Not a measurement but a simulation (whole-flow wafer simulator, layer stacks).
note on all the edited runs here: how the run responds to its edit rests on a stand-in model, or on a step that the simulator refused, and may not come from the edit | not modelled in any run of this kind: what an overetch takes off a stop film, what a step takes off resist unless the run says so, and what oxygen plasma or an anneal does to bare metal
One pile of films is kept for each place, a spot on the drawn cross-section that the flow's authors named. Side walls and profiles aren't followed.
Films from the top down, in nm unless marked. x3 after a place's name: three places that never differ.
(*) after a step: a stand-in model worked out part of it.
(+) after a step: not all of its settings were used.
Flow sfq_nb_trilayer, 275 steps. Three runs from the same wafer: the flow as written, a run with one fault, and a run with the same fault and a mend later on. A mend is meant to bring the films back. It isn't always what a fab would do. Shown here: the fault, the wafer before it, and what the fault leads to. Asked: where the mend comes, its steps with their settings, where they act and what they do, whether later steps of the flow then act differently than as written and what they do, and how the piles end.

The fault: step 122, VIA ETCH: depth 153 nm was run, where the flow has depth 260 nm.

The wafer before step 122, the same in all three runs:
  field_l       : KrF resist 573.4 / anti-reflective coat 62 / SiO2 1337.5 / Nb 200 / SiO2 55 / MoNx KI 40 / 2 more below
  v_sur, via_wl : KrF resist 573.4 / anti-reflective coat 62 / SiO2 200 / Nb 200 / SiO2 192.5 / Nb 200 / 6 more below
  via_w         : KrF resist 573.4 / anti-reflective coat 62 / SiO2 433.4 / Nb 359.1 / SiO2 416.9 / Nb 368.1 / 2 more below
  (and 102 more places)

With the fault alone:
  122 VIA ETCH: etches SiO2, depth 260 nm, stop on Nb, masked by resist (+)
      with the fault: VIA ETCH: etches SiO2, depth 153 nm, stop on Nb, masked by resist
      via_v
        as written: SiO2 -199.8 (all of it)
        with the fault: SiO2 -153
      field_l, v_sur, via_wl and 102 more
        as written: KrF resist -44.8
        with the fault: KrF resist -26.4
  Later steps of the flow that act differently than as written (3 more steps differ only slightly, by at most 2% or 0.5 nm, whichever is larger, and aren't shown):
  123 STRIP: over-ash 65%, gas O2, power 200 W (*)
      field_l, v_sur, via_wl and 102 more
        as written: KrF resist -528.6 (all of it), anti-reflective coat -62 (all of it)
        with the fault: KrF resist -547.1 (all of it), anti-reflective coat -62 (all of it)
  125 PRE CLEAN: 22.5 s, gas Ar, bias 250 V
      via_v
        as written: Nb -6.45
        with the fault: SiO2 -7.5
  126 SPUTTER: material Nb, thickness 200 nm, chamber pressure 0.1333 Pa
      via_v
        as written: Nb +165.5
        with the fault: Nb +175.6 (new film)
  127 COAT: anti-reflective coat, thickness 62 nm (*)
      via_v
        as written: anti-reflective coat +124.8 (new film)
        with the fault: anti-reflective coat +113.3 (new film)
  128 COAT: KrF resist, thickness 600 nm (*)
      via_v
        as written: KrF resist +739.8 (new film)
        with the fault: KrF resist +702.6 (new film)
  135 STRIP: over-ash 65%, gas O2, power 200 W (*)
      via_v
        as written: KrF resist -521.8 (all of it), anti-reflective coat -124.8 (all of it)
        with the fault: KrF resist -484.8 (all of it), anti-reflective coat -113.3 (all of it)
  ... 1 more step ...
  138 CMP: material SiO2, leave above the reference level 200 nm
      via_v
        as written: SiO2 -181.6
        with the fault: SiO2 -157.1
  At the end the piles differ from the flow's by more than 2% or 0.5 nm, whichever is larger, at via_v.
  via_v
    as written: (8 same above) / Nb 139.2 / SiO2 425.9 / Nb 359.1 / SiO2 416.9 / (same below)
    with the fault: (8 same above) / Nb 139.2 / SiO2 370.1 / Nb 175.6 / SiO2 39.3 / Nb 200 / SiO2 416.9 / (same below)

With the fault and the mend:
  The mend comes after step 123.
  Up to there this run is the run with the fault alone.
  123a COAT: anti-reflective coat, thickness 62 nm (*) (the flow's step 115 once more)
      p4_fl x3, p4_w1 x9, p4_g1 x2 and 63 more
        anti-reflective coat +62 (new film)
      res, r_end, moat and 8 more
        anti-reflective coat +61.8 (new film)
      field_l, jj_sur, ce_l, c5j
        anti-reflective coat +61.6 (new film)
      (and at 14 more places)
  123b COAT: KrF resist, thickness 650 nm (*) (the flow's step 116 once more)
      p4_fl x3, p4_w1 x9, p4_g1 x2 and 63 more
        KrF resist +650 (new film)
      moat, field_r, lsp_l, ln_m5, l0v
        KrF resist +649.6 (new film)
      lsp_m, ln_m6, lsp_r, l0_sur
        KrF resist +649.7 (new film)
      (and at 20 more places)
  123c SOFTBAKE: KrF resist (the flow's step 117 once more)
      changes no film at any place that is followed
  123d EXPOSE: photomask I3, dose 11.91 mJ/cm2, NA 0.6, wavelength 248 nm (*) (the flow's step 118 once more)
      changes no film at any place that is followed
  123e PEB: KrF resist, 90 s (the flow's step 119 once more)
      c5j, ce_r, sp_r and 90 more
        KrF resist -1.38
      field_l, v_sur, via_wl and 8 more
        KrF resist -1.37
      via_wr
        KrF resist -1.36
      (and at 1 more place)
  123f DEVELOP: KrF resist, thickness 650 nm, 60 s (the flow's step 120 once more)
      field_l, v_sur, via_wl and 102 more
        KrF resist -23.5
      via_v
        KrF resist -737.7 (all of it)
  123g VIA ETCH: etches anti-reflective coat, depth 125 nm, masked by resist (+) (the flow's step 121 once more)
      field_l, v_sur, via_wl and 102 more
        KrF resist -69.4
      via_v
        anti-reflective coat -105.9 (all of it), SiO2 -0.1
  123h VIA ETCH: etches SiO2, depth 107 nm, stop on Nb, masked by resist (+) (the flow's step 122 once more, with other settings)
      field_l, v_sur, via_wl and 102 more
        KrF resist -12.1
      via_v
        SiO2 -46.7 (all of it)
  123i STRIP: over-ash 65%, gas O2, power 200 W (*) (the flow's step 123 once more)
      p4_fl x3, p4_w1 x9, p4_g1 x2 and 63 more
        KrF resist -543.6 (all of it), anti-reflective coat -62 (all of it)
      field_r, lsp_l, ln_m5, lsp_m, ln_m6, lsp_r, l0_sur, l0v
        KrF resist -543.2 (all of it), anti-reflective coat -61.8 (all of it)
      res, r_end, moat
        KrF resist -543.1 (all of it), anti-reflective coat -61.8 (all of it)
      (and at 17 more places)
  No later step of the flow acts differently than as written at any place that is followed.
  At the end the piles are the same as the flow's at every place that both follow.
